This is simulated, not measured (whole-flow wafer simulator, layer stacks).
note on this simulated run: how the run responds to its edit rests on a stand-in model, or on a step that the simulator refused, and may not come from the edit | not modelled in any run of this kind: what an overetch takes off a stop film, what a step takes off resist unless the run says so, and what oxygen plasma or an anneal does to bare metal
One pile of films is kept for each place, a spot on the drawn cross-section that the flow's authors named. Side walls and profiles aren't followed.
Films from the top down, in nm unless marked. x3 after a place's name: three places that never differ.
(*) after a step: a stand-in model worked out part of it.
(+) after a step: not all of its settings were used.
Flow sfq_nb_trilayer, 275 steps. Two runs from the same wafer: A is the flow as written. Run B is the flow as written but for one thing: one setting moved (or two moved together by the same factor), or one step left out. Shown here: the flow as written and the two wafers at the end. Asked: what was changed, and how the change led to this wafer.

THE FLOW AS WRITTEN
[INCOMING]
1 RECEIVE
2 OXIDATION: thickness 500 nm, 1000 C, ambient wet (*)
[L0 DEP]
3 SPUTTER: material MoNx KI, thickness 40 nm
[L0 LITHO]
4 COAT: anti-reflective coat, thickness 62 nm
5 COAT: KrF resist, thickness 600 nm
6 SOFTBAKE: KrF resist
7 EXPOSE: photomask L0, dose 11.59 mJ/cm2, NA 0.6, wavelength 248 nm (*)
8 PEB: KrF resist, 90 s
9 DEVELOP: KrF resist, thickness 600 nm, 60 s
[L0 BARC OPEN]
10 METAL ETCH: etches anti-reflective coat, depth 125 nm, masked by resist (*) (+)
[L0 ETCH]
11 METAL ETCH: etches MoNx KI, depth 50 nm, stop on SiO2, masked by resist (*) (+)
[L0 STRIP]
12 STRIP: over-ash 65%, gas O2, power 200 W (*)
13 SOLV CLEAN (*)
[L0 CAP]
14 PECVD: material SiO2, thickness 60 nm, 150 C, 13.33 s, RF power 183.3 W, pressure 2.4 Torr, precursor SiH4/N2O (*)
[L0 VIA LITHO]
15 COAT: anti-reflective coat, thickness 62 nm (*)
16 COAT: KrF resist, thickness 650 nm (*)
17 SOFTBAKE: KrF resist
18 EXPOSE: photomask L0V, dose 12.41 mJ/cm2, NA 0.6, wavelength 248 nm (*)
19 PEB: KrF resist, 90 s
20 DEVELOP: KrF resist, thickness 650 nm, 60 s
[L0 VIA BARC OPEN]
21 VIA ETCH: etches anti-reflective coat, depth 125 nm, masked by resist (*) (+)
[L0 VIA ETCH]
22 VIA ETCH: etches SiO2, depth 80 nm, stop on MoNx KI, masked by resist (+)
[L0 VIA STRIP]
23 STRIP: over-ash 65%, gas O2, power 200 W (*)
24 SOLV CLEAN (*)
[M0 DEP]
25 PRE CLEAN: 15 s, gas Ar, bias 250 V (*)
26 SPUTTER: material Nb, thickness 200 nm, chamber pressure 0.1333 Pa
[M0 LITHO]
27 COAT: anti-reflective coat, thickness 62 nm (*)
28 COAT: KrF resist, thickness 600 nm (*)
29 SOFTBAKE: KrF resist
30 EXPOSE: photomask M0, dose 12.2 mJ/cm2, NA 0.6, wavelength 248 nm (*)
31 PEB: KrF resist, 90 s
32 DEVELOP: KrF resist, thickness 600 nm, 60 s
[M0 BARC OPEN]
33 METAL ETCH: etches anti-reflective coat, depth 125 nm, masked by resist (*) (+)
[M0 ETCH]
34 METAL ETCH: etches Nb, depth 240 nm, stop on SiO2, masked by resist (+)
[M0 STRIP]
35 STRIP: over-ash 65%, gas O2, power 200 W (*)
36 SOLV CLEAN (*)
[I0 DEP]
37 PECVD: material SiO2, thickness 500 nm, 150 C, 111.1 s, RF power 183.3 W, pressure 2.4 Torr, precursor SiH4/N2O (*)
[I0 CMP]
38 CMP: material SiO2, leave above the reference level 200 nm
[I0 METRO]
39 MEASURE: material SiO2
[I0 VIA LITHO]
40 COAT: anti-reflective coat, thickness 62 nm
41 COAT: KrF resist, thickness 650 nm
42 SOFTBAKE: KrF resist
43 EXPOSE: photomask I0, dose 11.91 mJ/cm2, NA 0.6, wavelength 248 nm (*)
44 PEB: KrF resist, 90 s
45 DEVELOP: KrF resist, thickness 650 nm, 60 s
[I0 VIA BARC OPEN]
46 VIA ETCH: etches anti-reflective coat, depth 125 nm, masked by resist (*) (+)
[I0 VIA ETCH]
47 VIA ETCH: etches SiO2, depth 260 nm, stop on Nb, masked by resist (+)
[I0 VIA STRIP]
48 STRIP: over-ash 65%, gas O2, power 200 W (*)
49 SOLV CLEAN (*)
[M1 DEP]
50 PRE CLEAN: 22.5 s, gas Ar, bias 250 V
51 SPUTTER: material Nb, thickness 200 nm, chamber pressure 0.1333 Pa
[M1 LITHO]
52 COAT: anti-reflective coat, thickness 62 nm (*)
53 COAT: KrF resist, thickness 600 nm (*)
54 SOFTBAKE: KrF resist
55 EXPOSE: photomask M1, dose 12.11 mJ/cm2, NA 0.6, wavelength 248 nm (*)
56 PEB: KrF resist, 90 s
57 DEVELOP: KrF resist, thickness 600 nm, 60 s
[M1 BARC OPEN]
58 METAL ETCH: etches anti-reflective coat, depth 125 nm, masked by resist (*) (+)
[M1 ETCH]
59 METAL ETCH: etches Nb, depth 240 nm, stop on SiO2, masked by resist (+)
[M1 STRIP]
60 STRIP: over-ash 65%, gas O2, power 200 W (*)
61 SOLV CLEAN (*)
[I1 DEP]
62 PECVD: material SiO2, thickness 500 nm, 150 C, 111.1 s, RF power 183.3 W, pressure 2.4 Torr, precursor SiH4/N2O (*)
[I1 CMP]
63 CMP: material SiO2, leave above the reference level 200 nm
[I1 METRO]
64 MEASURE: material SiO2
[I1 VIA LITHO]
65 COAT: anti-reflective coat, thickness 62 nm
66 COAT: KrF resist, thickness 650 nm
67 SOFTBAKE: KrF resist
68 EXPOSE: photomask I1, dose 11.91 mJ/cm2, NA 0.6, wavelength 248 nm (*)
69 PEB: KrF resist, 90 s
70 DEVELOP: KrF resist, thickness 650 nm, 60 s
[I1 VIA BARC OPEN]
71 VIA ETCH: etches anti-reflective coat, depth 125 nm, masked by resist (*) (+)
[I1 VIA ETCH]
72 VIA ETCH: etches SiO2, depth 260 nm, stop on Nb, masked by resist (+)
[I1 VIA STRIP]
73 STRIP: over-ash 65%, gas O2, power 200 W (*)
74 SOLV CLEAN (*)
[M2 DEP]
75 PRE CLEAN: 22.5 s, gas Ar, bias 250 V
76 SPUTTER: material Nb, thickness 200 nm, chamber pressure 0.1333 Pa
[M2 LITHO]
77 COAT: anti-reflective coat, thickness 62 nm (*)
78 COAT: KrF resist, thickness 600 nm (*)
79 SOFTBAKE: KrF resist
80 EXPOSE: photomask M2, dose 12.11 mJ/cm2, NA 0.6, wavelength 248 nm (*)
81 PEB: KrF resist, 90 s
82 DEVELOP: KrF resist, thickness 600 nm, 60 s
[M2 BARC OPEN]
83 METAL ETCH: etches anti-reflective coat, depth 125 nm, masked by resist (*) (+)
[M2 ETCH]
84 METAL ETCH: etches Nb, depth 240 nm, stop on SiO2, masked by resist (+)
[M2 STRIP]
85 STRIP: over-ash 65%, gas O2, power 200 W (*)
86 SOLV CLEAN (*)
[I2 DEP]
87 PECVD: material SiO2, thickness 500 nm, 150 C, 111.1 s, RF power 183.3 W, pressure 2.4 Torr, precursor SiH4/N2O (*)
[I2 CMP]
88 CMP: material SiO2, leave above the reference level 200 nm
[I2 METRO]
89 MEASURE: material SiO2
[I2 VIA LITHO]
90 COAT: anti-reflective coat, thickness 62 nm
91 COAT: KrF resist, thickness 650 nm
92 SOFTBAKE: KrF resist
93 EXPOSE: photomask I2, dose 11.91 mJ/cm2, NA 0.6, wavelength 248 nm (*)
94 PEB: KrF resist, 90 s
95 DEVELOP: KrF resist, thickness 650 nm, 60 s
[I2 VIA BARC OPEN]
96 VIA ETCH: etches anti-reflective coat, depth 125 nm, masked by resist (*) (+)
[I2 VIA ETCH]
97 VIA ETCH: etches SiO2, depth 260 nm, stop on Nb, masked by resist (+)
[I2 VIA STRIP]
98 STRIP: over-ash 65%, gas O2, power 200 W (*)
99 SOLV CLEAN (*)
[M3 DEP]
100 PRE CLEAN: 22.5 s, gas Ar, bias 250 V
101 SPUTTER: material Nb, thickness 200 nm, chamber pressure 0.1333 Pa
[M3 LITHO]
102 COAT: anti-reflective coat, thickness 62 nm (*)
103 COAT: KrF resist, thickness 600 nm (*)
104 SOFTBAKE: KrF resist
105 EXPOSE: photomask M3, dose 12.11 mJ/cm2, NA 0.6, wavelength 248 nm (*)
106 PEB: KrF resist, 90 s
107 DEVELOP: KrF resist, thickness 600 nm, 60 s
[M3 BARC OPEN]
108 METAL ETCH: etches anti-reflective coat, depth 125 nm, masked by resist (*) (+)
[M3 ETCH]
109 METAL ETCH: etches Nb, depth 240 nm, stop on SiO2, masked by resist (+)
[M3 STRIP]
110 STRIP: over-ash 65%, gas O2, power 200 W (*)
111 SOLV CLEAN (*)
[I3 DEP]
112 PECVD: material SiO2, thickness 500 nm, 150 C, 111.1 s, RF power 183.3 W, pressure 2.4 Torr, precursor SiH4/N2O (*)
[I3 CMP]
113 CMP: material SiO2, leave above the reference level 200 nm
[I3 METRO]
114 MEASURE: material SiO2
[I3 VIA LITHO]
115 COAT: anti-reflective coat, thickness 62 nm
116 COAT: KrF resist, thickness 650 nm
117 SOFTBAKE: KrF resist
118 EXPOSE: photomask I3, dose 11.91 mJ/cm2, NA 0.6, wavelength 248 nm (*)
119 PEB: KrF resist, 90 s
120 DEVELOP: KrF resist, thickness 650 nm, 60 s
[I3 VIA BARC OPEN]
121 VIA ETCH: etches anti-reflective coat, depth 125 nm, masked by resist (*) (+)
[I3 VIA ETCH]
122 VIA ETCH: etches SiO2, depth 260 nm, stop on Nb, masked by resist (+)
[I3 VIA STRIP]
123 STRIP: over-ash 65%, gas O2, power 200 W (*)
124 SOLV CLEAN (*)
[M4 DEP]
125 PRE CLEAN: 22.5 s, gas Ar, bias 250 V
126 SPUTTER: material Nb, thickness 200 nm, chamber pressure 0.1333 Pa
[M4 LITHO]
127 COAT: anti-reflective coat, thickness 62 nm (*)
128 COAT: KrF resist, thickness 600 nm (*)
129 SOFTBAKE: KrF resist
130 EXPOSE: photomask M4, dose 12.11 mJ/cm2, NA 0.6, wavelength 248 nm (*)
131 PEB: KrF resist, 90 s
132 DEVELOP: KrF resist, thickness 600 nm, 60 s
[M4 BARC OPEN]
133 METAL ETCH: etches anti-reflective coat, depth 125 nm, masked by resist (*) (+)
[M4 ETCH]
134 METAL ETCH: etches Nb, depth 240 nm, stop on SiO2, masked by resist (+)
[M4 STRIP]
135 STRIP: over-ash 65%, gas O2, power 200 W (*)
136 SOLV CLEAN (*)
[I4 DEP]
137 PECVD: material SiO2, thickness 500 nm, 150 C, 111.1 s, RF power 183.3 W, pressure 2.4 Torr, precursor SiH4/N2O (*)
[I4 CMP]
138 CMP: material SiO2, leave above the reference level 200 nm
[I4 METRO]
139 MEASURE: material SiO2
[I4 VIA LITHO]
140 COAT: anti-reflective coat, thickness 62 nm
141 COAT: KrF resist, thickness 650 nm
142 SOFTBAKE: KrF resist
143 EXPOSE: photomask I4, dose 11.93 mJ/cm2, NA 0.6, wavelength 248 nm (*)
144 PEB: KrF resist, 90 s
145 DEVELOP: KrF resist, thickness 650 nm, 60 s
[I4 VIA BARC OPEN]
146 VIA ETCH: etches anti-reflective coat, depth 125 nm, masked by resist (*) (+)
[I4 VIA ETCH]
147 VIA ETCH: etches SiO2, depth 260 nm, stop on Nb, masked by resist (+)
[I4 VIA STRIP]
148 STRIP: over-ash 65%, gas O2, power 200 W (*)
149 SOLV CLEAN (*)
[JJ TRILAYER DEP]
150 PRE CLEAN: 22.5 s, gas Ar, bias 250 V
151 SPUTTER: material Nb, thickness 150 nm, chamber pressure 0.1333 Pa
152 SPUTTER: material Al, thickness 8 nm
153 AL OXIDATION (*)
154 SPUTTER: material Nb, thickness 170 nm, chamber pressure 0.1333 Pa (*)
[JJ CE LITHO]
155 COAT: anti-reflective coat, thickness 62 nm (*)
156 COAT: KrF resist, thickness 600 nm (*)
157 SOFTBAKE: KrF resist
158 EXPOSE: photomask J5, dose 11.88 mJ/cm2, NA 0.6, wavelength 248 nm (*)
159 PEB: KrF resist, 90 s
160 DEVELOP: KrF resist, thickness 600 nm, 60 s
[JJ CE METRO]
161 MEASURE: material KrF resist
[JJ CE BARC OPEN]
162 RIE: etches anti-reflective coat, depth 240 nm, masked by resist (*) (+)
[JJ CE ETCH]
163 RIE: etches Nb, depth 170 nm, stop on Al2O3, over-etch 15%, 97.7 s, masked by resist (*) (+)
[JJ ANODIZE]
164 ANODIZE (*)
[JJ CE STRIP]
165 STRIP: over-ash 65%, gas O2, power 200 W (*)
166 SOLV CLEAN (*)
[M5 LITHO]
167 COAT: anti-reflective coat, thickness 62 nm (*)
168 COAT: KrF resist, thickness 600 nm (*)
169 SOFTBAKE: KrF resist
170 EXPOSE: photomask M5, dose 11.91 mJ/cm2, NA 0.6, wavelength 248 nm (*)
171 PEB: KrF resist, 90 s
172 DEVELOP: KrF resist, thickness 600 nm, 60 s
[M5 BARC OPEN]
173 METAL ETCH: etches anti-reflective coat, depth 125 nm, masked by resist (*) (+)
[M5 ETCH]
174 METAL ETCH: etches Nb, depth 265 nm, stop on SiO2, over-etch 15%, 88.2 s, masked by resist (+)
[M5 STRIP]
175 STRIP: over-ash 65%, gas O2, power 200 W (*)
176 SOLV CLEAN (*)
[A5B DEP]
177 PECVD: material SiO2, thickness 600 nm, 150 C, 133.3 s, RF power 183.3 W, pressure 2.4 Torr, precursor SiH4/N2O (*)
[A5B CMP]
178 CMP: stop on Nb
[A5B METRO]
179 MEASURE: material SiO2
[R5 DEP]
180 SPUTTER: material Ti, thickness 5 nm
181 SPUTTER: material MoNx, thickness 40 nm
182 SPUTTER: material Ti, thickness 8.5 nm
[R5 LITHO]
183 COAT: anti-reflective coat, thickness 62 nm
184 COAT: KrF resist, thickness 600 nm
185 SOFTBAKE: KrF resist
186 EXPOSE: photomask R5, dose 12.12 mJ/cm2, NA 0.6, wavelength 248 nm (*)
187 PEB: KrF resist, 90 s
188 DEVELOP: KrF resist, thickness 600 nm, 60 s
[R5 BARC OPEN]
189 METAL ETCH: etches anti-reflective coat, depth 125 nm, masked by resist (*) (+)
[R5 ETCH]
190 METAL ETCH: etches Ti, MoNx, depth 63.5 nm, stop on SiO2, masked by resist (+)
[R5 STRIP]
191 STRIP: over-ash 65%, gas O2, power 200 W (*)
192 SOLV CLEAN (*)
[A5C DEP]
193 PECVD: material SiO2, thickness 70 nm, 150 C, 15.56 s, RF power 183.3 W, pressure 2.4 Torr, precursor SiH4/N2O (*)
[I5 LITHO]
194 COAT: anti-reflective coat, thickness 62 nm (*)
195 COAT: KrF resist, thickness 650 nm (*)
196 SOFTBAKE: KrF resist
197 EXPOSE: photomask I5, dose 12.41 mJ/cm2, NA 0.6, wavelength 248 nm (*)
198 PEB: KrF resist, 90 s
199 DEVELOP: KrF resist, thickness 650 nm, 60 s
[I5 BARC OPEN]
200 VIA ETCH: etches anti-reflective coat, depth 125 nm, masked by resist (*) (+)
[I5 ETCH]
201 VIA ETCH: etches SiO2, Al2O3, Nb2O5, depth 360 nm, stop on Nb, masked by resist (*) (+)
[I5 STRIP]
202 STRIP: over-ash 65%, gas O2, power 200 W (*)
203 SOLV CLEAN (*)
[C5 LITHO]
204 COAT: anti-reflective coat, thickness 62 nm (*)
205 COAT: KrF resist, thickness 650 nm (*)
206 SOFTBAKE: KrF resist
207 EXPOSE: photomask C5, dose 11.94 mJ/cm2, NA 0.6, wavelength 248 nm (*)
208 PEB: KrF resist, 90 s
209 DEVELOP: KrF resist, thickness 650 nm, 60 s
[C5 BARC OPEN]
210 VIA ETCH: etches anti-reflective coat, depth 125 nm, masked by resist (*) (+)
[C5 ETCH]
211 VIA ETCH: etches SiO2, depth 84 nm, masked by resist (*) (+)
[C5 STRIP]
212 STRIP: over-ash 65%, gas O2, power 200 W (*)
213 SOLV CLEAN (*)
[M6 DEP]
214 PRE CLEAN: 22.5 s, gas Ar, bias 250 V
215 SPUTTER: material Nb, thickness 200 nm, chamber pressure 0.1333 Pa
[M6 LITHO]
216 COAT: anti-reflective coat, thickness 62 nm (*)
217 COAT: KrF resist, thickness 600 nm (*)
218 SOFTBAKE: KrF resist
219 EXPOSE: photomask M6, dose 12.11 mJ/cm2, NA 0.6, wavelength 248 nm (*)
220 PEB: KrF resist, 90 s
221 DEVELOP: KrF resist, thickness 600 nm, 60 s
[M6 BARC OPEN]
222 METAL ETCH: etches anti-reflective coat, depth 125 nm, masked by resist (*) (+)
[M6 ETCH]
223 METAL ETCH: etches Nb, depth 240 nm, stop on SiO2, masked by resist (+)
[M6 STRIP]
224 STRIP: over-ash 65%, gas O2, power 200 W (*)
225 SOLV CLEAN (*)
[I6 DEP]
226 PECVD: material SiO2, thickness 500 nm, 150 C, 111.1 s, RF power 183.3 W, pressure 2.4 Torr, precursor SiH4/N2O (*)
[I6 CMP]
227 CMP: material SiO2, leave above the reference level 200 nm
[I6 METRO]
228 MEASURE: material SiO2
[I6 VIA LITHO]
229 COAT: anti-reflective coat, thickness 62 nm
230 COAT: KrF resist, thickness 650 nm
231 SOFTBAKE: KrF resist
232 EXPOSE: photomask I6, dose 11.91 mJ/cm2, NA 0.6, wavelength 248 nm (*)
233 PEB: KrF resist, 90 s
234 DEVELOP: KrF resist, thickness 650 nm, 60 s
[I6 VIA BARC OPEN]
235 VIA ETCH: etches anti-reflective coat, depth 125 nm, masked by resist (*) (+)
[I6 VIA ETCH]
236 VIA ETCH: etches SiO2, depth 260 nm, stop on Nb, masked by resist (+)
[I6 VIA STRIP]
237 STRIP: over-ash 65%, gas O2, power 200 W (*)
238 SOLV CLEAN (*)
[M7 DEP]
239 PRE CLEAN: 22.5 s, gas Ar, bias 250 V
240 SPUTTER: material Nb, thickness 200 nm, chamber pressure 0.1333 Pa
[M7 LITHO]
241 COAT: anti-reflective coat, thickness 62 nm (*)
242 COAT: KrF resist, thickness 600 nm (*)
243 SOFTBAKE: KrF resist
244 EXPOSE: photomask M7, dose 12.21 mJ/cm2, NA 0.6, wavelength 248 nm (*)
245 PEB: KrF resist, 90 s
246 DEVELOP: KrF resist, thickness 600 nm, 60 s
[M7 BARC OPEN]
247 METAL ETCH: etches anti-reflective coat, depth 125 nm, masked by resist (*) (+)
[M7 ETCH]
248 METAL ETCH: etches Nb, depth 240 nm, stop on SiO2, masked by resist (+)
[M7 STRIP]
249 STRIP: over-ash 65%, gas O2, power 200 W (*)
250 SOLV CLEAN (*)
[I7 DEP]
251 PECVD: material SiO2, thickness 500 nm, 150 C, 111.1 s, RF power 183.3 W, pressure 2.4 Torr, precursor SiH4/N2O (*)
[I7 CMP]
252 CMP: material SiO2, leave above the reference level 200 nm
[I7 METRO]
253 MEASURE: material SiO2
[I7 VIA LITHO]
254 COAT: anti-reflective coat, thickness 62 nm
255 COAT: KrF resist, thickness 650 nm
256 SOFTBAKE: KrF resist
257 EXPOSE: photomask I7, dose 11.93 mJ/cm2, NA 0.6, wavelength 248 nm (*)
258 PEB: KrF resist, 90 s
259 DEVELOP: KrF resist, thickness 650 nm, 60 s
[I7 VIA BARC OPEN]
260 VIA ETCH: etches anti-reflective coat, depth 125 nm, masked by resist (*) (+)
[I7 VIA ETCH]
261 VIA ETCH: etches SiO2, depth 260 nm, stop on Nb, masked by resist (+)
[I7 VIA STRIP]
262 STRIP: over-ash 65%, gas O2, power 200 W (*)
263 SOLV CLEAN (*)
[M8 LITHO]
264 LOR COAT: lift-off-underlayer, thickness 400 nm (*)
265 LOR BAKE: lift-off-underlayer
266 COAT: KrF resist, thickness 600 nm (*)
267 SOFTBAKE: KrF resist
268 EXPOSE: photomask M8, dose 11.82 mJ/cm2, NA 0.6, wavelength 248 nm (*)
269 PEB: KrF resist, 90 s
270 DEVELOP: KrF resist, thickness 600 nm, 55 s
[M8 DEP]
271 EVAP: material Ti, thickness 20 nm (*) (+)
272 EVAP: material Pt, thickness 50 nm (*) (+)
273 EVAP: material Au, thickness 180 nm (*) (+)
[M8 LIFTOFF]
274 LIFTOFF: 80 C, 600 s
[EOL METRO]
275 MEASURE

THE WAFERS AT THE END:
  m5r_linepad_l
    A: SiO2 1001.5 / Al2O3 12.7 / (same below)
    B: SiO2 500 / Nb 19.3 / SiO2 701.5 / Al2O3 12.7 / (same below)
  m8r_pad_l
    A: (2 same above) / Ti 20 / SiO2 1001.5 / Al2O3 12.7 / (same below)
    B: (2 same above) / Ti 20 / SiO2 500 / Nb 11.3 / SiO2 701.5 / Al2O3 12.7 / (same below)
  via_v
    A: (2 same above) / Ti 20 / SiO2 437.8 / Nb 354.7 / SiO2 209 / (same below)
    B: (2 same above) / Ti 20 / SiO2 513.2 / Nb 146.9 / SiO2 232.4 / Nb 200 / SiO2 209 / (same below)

The cause: step 227, CMP: material SiO2, leave above the reference level 200 nm, was left out.

How the change led to this, step by step:
  229 COAT: anti-reflective coat, thickness 62 nm
      p3_s3, p3_l4, p3_s4, p3_l6: A anti-reflective coat +62 (new film) | B anti-reflective coat +64.5 (new film)
      l0v, wl_e_m5, wl_g_m5: A anti-reflective coat +62 (new film) | B anti-reflective coat +67.2 (new film)
      (and at 93 more places)
  230 COAT: KrF resist, thickness 650 nm
      via_wl, m5r_linepad_l, m5r_linepad_r: A KrF resist +650 (new film) | B KrF resist +585.1 (new film)
      via_sp, m6r_line_l, m6r_line_r: A KrF resist +650 (new film) | B KrF resist +605.2 (new film)
      (and at 81 more places)
  234 DEVELOP: KrF resist, thickness 650 nm, 60 s
      via_v: A KrF resist -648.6 (all of it) | B KrF resist -602.9 (all of it)
  235 VIA ETCH: etches anti-reflective coat, depth 125 nm, masked by resist (*) (+)
      field_l, v_sur, via_wl and 102 more: A KrF resist -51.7 | B KrF resist -42.8
      via_v: A anti-reflective coat -62 (all of it), SiO2 -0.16 | B anti-reflective coat -51.4 (all of it), SiO2 -0.13
  236 VIA ETCH: etches SiO2, depth 260 nm, stop on Nb, masked by resist (+)
      via_v: A SiO2 -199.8 (all of it) | B SiO2 -260
  237 STRIP: over-ash 65%, gas O2, power 200 W (*)
      p3_s3, p3_s4: A KrF resist -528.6 (all of it), anti-reflective coat -62 (all of it) | B KrF resist -543.9 (all of it), anti-reflective coat -64.5 (all of it)
      m0r_line_l, m7r_line_l: A KrF resist -528.6 (all of it), anti-reflective coat -62 (all of it) | B KrF resist -582.2 (all of it), anti-reflective coat -58.9 (all of it)
      (and at 101 more places)
  239 PRE CLEAN: 22.5 s, gas Ar, bias 250 V
      via_v: A Nb -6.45 | B SiO2 -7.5
  240 SPUTTER: material Nb, thickness 200 nm, chamber pressure 0.1333 Pa
      via_v: A Nb +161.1 | B Nb +146.9 (new film)
      c5j, lsp_r, l0_sur, l0v: A Nb +200 (new film) | B Nb +189.6 (new film)
      (and at 5 more places)
  241 COAT: anti-reflective coat, thickness 62 nm (*)
      p3_s3, p3_l4, p3_s4, p3_l6: A anti-reflective coat +62 (new film) | B anti-reflective coat +64.5 (new film)
      p3_l2, p3_l3, p3_l5: A anti-reflective coat +62 (new film) | B anti-reflective coat +64.6 (new film)
      (and at 94 more places)
  242 COAT: KrF resist, thickness 600 nm (*)
      p3_s0, wl_c_sr: A KrF resist +600 (new film) | B KrF resist +619.5 (new film)
      m0r_line_l, m7r_line_l: A KrF resist +600 (new film) | B KrF resist +643.3 (new film)
      (and at 83 more places)
  246 DEVELOP: KrF resist, thickness 600 nm, 60 s
      p3_s0, wl_c_sr: A KrF resist -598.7 (all of it) | B KrF resist -618.2 (all of it)
      m0r_space_l, m7r_space_l: A KrF resist -598.7 (all of it) | B KrF resist -623.5 (all of it)
      (and at 43 more places)
  247 METAL ETCH: etches anti-reflective coat, depth 125 nm, masked by resist (*) (+)
      m5r_linepad_l, m5r_linepad_r, r5r_spacepad_l, r5r_spacepad_r, m8r_pad_l, m8r_pad_r: A anti-reflective coat -62 (all of it) | B anti-reflective coat -125
      v_sur, via_wl, via_w and 38 more: A KrF resist -51.7 | B KrF resist -69.4
      (and at 54 more places)
  248 METAL ETCH: etches Nb, depth 240 nm, stop on SiO2, masked by resist (+)
      m5r_linepad_l, m5r_linepad_r: A Nb -200 (all of it) | B anti-reflective coat -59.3 (all of it), Nb -180.7
      r5r_spacepad_l, r5r_spacepad_r: A Nb -200 (all of it) | B anti-reflective coat -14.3 (all of it), Nb -200 (all of it)
      (and at 4 more places)
  249 STRIP: over-ash 65%, gas O2, power 200 W (*)
      v_sur: A KrF resist -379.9 (all of it), anti-reflective coat -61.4 (all of it) | B KrF resist -291.3 (all of it), anti-reflective coat -40.5 (all of it)
      via_wl: A KrF resist -379.3 (all of it), anti-reflective coat -61.3 (all of it) | B KrF resist -296.7 (all of it), anti-reflective coat -48 (all of it)
      (and at 39 more places)
  251 PECVD: material SiO2, thickness 500 nm, 150 C, 111.1 s, RF power 183.3 W, pressure 2.4 Torr, precursor SiH4/N2O (*)
      m5r_linepad_l, m5r_linepad_r, m8r_pad_l, m8r_pad_r: A SiO2 +500 | B SiO2 +500 (new film)
      via_v: A SiO2 +621 (new film) | B SiO2 +670.3 (new film)
      (and at 3 more places)
  252 CMP: material SiO2, leave above the reference level 200 nm
      field_l, p4_fl, p4_fm and 53 more: A SiO2 -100 | B nothing
      field_r, lsp_l: A SiO2 -77.7 | B nothing
      (and at 31 more places)
  ... 8 more steps ...
  274 LIFTOFF: 80 C, 600 s
      c5j, ce_r: A Au -180 (all of it), Pt -50 (all of it), Ti -20 (all of it), KrF resist -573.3 (all of it), lift-off-underlayer -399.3 (all of it) | B Au -180 (all of it), Pt -50 (all of it), Ti -20 (all of it), KrF resist -562.8 (all of it), lift-off-underlayer -383.5 (all of it)
      m0r_line_l, m0r_line_r: A Au -180 (all of it), Pt -50 (all of it), Ti -20 (all of it), KrF resist -576.2 (all of it), lift-off-underlayer -400 (all of it) | B Au -180 (all of it), Pt -50 (all of it), Ti -20 (all of it), KrF resist -585.1 (all of it), lift-off-underlayer -429.6 (all of it)
      (and at 61 more places)
Counting metal films that touch as one body, m5r_linepad_l has 3 bodies (between them, from the top down: SiO2 701.5 / Al2O3 12.7 / Nb2O5 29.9; SiO2 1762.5); the flow as written gives 2 bodies (between them, from the top down: SiO2 1762.5).
Counting metal films that touch as one body, m8r_pad_l has 4 bodies (between them, from the top down: SiO2 500; SiO2 701.5 / Al2O3 12.7 / Nb2O5 29.9; SiO2 1762.5); the flow as written gives 3 bodies (between them, from the top down: SiO2 1001.5 / Al2O3 12.7 / Nb2O5 29.9; SiO2 1762.5).
Counting metal films that touch as one body, via_v has 7 bodies (between them, from the top down: SiO2 513.2; SiO2 232.4; SiO2 209 / Al2O3 12.7 / Nb2O5 29.9; SiO2 425.9; SiO2 416.9; SiO2 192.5); the flow as written gives 6 bodies (between them, from the top down: SiO2 437.8; SiO2 209 / Al2O3 12.7 / Nb2O5 29.9; SiO2 425.9; SiO2 416.9; SiO2 192.5).
